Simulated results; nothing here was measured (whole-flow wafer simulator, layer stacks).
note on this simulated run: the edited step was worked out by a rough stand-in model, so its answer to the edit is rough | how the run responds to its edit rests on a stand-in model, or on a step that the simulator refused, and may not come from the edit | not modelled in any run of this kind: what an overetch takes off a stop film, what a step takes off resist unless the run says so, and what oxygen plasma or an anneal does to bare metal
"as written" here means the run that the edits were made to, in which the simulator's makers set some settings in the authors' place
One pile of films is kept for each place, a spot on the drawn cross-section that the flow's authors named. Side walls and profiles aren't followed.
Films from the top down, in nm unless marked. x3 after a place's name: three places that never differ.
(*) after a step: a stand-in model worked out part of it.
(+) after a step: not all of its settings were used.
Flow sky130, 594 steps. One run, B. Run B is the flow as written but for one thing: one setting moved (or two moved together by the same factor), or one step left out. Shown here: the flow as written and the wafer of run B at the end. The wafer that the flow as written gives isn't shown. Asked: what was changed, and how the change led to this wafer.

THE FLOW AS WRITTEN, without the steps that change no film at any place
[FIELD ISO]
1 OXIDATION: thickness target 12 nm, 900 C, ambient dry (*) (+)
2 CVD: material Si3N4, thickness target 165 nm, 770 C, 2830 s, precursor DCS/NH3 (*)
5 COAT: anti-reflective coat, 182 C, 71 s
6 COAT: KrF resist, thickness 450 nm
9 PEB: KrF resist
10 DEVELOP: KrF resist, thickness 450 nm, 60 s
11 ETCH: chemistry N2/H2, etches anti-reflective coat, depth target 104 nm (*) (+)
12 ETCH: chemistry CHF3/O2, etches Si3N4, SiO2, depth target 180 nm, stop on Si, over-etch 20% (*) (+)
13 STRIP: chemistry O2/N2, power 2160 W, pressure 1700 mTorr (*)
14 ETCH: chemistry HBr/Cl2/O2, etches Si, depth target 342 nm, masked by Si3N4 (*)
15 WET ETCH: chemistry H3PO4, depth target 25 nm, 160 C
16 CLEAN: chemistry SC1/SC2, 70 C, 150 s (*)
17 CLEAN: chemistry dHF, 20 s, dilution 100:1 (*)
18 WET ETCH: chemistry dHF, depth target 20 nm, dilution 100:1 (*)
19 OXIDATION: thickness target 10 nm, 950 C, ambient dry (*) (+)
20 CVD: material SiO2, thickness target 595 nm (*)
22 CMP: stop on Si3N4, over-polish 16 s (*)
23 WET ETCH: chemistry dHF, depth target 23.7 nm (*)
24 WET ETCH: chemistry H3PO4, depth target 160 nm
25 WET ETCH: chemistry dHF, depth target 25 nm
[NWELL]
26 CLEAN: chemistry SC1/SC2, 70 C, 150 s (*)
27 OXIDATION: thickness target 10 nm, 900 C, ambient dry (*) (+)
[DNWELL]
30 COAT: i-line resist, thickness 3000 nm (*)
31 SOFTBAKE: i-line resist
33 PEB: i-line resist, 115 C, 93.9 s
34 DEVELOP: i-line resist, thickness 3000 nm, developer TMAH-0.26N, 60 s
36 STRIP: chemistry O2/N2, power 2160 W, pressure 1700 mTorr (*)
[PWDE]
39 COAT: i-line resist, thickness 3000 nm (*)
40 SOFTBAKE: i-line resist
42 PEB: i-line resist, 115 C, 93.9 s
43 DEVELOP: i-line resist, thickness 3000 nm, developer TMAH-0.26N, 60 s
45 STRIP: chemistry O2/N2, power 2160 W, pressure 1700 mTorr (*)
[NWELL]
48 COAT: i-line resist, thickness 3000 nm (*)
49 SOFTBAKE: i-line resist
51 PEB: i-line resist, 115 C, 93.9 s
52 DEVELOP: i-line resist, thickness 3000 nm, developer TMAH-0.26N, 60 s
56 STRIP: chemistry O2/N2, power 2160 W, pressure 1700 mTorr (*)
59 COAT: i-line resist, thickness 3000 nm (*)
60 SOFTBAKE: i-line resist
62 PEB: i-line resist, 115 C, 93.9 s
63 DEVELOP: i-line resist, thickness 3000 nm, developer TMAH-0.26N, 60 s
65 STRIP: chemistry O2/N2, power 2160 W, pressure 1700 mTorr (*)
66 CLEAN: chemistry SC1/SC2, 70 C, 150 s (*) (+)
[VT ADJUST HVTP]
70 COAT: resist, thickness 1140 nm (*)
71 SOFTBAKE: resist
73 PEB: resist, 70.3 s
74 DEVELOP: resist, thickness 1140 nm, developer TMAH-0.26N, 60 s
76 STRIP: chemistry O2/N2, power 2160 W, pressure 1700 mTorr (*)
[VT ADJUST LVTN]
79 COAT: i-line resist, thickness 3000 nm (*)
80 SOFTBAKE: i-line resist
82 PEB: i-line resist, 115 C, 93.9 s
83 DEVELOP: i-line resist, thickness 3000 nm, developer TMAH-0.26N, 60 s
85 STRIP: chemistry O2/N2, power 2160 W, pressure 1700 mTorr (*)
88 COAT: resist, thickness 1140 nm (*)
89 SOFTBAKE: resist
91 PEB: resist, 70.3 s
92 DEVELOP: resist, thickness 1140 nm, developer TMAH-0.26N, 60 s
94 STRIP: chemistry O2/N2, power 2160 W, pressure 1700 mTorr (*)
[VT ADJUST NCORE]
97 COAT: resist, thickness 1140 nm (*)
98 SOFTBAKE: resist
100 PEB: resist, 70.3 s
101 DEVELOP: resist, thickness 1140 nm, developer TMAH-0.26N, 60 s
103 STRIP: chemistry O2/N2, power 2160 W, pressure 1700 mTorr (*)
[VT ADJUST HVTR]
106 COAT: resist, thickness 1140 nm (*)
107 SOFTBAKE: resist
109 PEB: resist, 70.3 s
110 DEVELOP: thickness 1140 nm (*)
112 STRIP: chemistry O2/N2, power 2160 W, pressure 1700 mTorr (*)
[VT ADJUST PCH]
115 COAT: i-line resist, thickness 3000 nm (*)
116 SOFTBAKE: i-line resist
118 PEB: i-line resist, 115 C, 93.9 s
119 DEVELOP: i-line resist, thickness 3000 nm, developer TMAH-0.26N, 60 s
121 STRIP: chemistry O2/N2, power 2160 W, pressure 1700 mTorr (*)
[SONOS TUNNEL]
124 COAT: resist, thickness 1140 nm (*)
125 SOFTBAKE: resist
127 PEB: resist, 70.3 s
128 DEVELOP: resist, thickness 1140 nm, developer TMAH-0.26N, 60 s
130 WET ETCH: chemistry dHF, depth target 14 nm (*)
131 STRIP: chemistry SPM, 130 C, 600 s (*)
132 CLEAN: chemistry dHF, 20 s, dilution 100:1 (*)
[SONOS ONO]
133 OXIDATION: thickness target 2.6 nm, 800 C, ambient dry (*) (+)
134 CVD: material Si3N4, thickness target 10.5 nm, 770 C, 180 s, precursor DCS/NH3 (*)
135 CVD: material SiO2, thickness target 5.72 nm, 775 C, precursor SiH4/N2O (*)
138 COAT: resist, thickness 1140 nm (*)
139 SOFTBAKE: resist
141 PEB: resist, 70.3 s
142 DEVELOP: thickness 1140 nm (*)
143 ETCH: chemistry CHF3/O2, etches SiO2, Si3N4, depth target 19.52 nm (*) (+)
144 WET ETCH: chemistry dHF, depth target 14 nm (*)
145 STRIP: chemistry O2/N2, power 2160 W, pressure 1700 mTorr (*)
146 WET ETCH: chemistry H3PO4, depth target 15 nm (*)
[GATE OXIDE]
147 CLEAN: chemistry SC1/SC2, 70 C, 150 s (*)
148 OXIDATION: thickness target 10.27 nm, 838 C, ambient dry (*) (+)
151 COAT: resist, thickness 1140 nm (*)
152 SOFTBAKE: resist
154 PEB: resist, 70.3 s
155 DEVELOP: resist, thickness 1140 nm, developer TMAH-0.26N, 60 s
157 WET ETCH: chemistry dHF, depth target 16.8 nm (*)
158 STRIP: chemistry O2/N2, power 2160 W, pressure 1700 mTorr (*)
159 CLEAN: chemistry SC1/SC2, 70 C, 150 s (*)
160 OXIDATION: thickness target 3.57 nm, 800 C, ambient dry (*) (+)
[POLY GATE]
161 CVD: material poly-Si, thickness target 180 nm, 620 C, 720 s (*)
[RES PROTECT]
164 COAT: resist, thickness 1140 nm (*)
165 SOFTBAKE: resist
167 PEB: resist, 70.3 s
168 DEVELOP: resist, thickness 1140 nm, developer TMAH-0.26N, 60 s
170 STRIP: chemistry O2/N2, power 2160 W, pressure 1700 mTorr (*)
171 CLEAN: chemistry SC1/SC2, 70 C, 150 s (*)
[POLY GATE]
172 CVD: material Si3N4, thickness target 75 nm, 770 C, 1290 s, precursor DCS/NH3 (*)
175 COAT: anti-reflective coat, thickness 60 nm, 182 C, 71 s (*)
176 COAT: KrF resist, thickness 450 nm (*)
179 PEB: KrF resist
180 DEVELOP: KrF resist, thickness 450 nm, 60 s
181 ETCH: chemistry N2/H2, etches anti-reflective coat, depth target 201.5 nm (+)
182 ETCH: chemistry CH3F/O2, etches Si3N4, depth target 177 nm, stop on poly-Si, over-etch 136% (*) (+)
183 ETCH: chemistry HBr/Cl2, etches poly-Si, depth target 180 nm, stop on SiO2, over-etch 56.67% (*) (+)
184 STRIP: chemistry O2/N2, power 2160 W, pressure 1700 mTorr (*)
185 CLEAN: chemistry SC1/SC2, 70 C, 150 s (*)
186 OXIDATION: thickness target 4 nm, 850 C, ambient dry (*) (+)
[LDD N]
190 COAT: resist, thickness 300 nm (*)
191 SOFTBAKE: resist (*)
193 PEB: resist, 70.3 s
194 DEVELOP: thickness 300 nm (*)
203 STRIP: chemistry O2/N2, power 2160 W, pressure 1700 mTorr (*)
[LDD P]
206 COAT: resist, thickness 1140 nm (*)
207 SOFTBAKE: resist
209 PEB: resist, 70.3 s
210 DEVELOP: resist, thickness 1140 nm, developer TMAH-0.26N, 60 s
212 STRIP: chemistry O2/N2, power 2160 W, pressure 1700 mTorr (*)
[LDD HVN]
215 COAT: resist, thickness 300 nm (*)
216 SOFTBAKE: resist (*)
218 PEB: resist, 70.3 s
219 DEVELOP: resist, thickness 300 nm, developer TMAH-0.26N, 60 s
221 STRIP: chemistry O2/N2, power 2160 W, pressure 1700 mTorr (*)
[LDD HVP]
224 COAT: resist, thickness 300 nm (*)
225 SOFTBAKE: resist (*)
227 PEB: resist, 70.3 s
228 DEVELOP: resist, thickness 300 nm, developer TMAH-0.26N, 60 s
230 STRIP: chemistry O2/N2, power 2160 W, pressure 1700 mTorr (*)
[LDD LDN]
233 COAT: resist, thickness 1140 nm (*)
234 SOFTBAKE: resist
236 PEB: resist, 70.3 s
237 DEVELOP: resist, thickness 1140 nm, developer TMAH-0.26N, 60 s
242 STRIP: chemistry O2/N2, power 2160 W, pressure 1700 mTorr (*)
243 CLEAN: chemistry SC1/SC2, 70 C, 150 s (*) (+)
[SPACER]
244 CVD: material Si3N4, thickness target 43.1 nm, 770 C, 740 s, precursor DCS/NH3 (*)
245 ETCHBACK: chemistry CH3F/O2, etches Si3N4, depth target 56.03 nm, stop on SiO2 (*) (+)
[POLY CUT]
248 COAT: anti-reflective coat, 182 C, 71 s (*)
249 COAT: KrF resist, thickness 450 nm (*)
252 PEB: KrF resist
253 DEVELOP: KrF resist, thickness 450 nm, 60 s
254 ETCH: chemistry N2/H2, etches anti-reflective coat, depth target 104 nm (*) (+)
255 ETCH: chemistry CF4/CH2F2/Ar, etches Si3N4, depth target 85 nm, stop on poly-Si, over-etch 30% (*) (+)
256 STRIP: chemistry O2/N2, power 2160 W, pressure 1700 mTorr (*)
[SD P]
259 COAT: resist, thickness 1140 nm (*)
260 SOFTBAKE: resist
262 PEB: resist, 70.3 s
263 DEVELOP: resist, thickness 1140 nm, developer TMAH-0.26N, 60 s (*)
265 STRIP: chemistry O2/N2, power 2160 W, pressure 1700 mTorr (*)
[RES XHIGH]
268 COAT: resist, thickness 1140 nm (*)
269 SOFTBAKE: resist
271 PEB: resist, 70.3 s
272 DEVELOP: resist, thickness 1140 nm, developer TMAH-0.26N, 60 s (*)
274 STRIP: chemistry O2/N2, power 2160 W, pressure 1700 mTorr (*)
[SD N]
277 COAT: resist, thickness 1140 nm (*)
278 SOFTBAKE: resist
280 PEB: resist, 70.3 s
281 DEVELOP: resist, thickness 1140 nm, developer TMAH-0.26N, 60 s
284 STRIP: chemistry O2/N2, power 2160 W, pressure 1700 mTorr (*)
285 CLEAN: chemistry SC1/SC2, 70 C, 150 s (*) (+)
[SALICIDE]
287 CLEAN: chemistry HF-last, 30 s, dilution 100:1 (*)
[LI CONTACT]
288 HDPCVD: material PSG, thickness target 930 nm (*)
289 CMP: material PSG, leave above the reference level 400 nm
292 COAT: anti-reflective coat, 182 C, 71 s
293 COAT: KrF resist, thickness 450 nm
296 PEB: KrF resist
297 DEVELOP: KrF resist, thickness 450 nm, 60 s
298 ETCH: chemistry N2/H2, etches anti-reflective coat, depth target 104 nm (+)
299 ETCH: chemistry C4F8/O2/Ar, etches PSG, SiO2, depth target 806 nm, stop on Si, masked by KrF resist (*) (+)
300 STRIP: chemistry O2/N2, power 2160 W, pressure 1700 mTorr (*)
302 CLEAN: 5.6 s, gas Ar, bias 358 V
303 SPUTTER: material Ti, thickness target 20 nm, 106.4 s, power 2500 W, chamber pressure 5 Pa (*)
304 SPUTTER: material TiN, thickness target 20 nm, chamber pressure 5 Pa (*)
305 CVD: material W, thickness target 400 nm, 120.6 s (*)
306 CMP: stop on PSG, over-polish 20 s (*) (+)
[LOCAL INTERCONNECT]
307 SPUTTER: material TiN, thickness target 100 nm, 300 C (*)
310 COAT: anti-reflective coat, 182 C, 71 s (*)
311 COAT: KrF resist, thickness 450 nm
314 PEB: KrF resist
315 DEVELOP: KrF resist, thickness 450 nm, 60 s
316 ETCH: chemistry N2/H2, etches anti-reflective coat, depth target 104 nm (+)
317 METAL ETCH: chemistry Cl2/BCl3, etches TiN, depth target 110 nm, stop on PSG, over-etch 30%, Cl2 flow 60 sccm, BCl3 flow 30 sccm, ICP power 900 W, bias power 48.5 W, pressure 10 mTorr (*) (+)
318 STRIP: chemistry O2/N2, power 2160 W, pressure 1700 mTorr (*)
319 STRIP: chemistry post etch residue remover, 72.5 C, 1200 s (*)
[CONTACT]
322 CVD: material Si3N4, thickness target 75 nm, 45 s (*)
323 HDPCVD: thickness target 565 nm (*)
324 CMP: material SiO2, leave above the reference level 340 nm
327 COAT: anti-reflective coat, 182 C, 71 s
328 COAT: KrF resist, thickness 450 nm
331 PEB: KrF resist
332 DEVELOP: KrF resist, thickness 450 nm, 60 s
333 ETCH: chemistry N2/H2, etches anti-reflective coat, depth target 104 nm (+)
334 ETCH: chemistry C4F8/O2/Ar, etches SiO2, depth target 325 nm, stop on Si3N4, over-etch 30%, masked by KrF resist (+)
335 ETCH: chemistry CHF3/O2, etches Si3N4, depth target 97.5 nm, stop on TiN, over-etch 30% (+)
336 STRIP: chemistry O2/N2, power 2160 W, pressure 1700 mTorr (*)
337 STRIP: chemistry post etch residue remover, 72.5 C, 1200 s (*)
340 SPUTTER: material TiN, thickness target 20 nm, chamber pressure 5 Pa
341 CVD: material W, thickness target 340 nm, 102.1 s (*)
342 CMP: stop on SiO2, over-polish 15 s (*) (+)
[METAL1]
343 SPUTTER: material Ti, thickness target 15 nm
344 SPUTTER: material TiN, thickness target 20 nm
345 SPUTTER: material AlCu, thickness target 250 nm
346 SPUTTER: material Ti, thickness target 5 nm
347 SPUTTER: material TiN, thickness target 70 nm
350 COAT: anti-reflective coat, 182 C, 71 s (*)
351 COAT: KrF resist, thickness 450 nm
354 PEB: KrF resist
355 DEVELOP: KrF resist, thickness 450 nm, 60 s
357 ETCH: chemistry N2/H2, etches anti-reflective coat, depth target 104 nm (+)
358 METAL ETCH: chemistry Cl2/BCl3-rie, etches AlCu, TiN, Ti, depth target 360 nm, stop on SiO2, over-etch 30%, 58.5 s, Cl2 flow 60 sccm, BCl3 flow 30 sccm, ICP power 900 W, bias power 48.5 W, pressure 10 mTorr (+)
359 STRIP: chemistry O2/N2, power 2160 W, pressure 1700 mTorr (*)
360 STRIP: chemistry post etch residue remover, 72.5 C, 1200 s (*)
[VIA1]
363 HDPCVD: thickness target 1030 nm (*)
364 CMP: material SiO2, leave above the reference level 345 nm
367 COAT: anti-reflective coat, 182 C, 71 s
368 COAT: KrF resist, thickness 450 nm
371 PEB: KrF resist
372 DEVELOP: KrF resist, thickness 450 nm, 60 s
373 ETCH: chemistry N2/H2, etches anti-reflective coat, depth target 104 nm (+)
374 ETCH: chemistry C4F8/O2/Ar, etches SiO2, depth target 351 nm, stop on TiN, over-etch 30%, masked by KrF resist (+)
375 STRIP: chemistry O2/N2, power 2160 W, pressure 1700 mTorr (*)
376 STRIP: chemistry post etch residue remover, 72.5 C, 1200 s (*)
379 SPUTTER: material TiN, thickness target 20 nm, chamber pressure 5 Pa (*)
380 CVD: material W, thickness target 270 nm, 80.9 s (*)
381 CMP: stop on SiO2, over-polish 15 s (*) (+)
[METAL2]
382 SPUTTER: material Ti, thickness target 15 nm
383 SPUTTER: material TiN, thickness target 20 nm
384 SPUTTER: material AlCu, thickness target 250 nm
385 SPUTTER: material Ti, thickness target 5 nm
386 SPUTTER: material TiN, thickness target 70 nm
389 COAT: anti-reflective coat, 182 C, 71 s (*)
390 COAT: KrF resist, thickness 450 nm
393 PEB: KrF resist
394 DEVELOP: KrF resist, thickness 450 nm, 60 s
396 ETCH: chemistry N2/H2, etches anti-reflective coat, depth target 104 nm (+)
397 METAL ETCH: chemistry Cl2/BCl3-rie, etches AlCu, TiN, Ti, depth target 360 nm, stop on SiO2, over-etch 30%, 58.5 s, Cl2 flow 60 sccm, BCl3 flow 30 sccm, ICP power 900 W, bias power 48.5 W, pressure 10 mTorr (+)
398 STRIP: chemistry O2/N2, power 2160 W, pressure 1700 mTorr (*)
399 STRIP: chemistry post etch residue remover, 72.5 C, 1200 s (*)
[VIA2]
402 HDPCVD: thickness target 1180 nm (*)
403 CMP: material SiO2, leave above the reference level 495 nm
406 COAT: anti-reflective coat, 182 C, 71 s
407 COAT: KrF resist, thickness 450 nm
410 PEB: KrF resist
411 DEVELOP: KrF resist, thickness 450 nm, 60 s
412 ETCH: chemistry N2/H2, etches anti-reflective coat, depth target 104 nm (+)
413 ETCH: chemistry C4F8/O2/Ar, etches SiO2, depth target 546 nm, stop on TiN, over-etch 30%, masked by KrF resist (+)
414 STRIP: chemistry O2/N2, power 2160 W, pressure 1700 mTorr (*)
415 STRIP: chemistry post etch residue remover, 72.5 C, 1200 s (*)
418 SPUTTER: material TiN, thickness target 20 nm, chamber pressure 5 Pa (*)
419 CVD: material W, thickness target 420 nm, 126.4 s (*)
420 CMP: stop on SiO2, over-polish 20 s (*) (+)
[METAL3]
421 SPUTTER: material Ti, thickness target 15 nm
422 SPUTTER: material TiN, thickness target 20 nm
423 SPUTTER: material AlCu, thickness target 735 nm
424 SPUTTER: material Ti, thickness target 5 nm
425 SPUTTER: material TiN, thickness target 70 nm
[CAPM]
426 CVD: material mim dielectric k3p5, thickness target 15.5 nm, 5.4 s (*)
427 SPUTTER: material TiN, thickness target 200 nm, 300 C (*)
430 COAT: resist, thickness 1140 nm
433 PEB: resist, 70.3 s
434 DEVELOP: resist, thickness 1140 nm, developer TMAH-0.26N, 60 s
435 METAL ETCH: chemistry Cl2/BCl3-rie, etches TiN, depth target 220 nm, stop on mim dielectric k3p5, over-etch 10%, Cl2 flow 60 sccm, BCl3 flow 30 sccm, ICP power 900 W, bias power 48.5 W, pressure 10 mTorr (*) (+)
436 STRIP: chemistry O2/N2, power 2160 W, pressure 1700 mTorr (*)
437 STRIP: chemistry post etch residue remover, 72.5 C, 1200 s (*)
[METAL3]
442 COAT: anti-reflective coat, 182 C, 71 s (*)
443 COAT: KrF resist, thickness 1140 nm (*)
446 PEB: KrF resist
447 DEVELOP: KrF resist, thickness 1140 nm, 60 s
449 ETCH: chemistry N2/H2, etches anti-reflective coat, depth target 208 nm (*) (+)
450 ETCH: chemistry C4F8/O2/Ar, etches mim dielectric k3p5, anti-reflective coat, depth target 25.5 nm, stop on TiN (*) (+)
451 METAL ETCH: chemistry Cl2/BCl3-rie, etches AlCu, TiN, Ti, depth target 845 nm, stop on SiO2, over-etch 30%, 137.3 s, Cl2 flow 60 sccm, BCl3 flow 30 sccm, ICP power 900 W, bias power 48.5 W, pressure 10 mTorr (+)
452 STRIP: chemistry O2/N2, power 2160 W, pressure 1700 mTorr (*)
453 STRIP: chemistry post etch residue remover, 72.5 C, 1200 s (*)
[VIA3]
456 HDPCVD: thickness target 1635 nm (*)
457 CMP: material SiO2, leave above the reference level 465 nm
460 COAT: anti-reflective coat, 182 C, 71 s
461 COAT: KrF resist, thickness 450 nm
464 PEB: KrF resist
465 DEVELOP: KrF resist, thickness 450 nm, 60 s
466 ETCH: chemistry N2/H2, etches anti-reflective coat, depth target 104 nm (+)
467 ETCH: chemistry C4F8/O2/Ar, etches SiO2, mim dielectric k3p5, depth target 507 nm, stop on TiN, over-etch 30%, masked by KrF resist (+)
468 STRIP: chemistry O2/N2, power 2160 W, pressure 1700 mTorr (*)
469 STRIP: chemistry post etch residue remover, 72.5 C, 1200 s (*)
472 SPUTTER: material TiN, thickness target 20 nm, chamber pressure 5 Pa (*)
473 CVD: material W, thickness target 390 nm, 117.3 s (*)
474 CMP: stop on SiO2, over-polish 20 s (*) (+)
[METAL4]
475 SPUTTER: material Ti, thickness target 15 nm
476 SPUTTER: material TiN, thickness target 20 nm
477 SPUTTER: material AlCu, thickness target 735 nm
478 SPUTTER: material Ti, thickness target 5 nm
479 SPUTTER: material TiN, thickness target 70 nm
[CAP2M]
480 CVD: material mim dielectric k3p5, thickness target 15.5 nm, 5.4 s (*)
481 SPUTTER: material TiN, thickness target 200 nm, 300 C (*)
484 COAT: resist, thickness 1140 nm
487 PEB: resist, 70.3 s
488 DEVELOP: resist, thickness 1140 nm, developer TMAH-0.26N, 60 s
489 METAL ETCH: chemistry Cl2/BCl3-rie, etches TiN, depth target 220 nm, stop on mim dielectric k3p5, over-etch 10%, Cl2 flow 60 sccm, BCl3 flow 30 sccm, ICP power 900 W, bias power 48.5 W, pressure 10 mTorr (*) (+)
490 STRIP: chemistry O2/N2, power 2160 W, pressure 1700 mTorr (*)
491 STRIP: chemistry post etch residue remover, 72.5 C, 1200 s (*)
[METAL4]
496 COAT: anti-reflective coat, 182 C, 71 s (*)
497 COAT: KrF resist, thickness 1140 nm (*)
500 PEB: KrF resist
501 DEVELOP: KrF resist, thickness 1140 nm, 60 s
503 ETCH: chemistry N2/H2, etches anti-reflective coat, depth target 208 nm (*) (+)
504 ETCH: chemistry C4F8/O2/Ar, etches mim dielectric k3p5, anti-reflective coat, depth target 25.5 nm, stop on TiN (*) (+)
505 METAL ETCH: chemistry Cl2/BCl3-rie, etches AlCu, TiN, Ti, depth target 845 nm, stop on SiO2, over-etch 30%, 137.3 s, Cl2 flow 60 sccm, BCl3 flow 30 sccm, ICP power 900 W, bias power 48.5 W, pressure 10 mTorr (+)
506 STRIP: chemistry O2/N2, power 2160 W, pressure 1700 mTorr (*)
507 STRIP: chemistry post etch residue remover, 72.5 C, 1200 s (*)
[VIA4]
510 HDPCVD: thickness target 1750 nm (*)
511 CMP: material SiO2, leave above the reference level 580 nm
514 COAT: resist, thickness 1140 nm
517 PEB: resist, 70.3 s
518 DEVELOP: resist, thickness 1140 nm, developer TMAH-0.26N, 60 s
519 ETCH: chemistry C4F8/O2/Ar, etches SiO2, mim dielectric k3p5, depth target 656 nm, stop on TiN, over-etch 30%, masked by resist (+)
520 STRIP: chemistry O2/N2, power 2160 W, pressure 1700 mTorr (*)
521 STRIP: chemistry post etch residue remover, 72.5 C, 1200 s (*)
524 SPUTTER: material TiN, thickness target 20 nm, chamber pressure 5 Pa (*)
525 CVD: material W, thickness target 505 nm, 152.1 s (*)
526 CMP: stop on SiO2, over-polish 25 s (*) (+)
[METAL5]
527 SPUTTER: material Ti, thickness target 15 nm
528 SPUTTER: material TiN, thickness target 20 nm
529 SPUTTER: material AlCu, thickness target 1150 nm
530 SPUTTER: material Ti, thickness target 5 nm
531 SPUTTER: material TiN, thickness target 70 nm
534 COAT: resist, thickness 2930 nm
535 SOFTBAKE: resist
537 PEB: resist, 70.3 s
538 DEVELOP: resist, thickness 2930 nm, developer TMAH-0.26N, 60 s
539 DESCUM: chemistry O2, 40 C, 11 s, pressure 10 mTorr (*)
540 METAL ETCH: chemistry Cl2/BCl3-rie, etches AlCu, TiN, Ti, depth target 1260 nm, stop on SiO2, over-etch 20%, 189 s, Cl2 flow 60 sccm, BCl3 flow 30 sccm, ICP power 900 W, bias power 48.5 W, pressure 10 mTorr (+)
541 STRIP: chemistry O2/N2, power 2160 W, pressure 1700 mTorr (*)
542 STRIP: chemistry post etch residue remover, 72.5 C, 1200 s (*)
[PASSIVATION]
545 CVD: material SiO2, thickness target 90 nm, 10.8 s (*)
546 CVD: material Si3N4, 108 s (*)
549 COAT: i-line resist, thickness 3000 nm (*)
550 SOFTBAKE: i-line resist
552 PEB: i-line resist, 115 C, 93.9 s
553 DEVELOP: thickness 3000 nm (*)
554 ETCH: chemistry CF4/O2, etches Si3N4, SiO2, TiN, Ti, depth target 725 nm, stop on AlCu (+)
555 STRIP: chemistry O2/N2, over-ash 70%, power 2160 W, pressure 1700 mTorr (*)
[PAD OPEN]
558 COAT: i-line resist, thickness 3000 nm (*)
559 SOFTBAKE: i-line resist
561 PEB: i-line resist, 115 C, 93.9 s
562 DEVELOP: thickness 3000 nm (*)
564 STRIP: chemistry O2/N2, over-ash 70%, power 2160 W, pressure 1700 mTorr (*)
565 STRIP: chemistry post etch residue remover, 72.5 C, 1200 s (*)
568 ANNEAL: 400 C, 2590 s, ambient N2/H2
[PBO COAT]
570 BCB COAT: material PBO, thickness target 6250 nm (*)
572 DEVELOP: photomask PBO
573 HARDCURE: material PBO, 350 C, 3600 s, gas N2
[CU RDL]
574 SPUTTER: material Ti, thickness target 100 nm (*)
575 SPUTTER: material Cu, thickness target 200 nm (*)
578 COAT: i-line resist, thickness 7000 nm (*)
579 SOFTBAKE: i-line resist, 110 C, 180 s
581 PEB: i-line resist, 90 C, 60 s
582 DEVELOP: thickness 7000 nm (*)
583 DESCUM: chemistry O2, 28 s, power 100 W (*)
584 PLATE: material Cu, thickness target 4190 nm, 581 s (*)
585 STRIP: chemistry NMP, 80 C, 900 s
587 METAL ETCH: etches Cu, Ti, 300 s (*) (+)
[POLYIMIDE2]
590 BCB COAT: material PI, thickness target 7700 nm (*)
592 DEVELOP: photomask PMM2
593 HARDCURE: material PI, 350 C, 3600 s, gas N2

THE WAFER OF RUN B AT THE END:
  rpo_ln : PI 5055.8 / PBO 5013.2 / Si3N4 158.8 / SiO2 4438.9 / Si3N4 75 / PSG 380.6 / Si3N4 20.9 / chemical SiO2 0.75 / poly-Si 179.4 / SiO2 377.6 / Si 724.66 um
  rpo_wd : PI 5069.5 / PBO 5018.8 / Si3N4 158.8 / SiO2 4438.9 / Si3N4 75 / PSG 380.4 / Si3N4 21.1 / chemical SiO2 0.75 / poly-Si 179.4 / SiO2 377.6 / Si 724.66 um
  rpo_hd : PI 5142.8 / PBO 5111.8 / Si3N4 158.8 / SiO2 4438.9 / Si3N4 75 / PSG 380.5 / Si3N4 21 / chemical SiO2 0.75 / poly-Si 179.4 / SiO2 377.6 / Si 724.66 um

The cause: step 255, ETCH: depth target 39.9 nm was run, where the flow has depth target 85 nm.

How the change led to this, step by step:
  255 ETCH: chemistry CF4/CH2F2/Ar, etches Si3N4, depth target 85 nm, stop on poly-Si, over-etch 30% (*) (+)
      rpo_wd, rxpo_wd: Si3N4 -39.9 (as written it would be: Si3N4 -61.6 (all of it), chemical SiO2 -0.75 (all of it))
      poly_licon: Si3N4 -39.9 (as written it would be: Si3N4 -61.9 (all of it), chemical SiO2 -0.76 (all of it))
      (and at 187 more places)
  256 STRIP: chemistry O2/N2, power 2160 W, pressure 1700 mTorr (*)
      poly_licon, rpo_ln, rpo_wd, rpo_hd, rpo_hd_licon, rxpo_ln, rxpo_wd: nothing (as written it would be: chemical SiO2 +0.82 (new film), poly-Si -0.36)
      dice_street, dep_dnw_sti, iso_dnw_wall, grade_field_poly, de16_nwb_sti: KrF resist -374 (all of it), anti-reflective coat -80 (all of it) (as written it would be: KrF resist -353.2 (all of it), anti-reflective coat -80 (all of it))
      (and at 178 more places)
  260 SOFTBAKE: resist
      mim: resist +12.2 (as written it would be: resist +10.8)
      npn11_xb: resist +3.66 (as written it would be: resist +3.01)
      (and at 11 more places)
  269 SOFTBAKE: resist
      mim: resist +12.2 (as written it would be: resist +10.8)
      npn11_xb: resist +3.66 (as written it would be: resist +3.01)
      (and at 11 more places)
  278 SOFTBAKE: resist
      mim: resist +12.2 (as written it would be: resist +10.8)
      nw_fld__w1: resist +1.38 (as written it would be: resist +0.73)
      (and at 12 more places)
  287 CLEAN: chemistry HF-last, 30 s, dilution 100:1 (*)
      rpo_ln, rpo_wd, rpo_hd, rpo_hd_licon, rxpo_ln, rxpo_wd: Si3N4 -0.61 (as written it would be: chemical SiO2 -0.77 (all of it))
      poly_licon: Si3N4 -0.61 (as written it would be: chemical SiO2 -0.76 (all of it))
  289 CMP: material PSG, leave above the reference level 400 nm
      rpo_wd, rpo_hd, rxpo_wd: PSG -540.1 (as written it would be: PSG -517.7)
      poly_licon, rpo_hd_licon: PSG -540.4 (as written it would be: PSG -517.7)
      (and at 2 more places)
  299 ETCH: chemistry C4F8/O2/Ar, etches PSG, SiO2, depth target 806 nm, stop on Si, masked by KrF resist (*) (+)
      poly_licon: PSG -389 (all of it), Si3N4 -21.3 (all of it), chemical SiO2 -0.76 (all of it) (as written it would be: PSG -411.7 (all of it))
      rpo_hd_licon: PSG -389 (all of it), Si3N4 -21.3 (all of it), chemical SiO2 -0.75 (all of it) (as written it would be: PSG -411.7 (all of it))
  306 CMP: stop on PSG, over-polish 20 s (*) (+)
      poly_licon: W -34 (as written it would be: W -33.3)
